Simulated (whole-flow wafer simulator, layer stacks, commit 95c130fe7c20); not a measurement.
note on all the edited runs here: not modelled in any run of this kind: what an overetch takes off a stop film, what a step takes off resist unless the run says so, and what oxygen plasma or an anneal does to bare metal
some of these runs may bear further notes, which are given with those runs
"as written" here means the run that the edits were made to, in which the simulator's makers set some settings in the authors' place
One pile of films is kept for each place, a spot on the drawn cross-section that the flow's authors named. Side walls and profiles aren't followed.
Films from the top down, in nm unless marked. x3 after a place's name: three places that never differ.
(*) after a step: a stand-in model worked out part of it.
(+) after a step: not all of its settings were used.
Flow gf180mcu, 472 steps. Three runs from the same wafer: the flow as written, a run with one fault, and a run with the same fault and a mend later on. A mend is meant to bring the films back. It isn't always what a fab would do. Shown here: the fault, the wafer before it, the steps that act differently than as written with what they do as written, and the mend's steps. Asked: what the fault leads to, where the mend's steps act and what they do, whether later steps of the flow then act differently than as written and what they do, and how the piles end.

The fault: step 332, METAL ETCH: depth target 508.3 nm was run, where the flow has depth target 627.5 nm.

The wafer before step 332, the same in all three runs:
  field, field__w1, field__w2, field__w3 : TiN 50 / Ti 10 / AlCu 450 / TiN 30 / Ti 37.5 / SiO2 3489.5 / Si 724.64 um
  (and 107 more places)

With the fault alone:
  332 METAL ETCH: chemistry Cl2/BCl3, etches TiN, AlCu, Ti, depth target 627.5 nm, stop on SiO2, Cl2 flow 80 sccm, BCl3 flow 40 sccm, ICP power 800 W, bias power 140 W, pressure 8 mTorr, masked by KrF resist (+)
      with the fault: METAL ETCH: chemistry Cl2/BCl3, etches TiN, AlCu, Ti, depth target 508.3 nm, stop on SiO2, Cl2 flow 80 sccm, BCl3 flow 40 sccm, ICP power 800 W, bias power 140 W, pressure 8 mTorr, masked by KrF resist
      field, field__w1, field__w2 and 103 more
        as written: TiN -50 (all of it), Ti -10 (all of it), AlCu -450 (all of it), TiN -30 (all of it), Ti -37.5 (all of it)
        with the fault: TiN -50 (all of it), Ti -10 (all of it), AlCu -448.3
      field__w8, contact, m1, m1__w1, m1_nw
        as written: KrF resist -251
        with the fault: KrF resist -203.3
  Later steps of the flow that act differently than as written:
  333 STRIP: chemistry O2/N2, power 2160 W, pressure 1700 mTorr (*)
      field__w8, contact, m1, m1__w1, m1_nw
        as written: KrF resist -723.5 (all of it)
        with the fault: KrF resist -771.2 (all of it)
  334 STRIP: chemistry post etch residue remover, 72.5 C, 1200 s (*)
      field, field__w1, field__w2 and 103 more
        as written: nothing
        with the fault: AlCu -1.7 (all of it), TiN -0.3
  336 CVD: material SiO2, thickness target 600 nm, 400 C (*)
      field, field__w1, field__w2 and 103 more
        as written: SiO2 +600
        with the fault: SiO2 +600 (new film)
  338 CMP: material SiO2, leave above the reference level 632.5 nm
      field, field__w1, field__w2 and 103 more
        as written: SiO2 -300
        with the fault: SiO2 -367.2
  At the end the piles differ from the flow's by more than 2% or 0.5 nm, whichever is larger, at field, field__w1, field__w2 and 104 more.
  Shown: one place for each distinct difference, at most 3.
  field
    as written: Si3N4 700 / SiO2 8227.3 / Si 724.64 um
    with the fault: Si3N4 700 / SiO2 4670.6 / TiN 29.7 / Ti 37.5 / SiO2 3489.5 / Si 724.64 um
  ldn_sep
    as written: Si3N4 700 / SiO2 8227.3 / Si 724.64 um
    with the fault: Si3N4 700 / SiO2 4670.6 / TiN 29.7 / Ti 37.5 / SiO2 3489.4 / Si 724.64 um
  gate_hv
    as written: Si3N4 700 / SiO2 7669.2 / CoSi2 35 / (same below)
    with the fault: Si3N4 700 / SiO2 4670.6 / TiN 29.7 / Ti 37.5 / SiO2 2931.3 / CoSi2 35 / (same below)

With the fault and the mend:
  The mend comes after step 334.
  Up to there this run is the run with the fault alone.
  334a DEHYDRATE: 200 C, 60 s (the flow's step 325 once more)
      changes no film at any place that is followed
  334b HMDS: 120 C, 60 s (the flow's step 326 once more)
      changes no film at any place that is followed
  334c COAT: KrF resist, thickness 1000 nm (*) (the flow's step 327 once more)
      iso_ptap_pw, iso_ntap_nw, iso_nw_fld and 33 more
        KrF resist +1000 (new film)
      field_sub, field_sub__w1, field_sub__w2 and 10 more
        KrF resist +1002.9 (new film)
      field__w11, field__w13, p_well and 7 more
        KrF resist +1003.3 (new film)
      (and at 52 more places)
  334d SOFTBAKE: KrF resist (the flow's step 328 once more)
      changes no film at any place that is followed
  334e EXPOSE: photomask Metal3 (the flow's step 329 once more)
      changes no film at any place that is followed
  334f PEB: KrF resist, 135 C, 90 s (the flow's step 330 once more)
      field__w1, field__w2, field__w3 and 55 more
        KrF resist -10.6
      iso_ptap_pw, iso_ntap_nw, iso_nw_fld and 33 more
        KrF resist -10.5
      gate_hv, sd_p, nw_enc_fld_lv__w3, polyc_n, polyc_n_rim
        KrF resist -10.7
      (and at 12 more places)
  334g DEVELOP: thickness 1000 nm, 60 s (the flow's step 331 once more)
      iso_ptap_pw, iso_ntap_nw, iso_nw_fld and 33 more
        KrF resist -989.5 (all of it)
      field_sub, field_sub__w1, field_sub__w2 and 8 more
        KrF resist -992.3 (all of it)
      p_well, sti, spacer and 6 more
        KrF resist -992.7 (all of it)
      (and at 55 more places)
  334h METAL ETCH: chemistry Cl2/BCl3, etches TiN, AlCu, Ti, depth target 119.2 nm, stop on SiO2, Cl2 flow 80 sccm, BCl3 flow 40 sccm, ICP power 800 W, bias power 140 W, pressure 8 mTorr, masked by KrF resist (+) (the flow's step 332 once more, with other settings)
      field, field__w1, field__w2 and 103 more
        TiN -29.7 (all of it), Ti -37.5 (all of it)
      field__w8, contact, m1, m1__w1, m1_nw
        KrF resist -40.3
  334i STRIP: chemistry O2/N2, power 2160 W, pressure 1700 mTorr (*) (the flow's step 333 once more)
      field__w8
        KrF resist -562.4 (all of it)
      contact
        KrF resist -560.3 (all of it)
      m1
        KrF resist -563.4 (all of it)
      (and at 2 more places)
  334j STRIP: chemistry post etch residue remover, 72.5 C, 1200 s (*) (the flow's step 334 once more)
      field__w8, contact, m1, m1__w1, m1_nw
        TiN -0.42
  No later step of the flow acts differently than as written, at any place that is followed, by more than 2% or 0.5 nm, whichever is larger.
  At the end the piles differ from the flow's only slightly at the places that both follow, by at most 2% or 0.5 nm, whichever is larger.
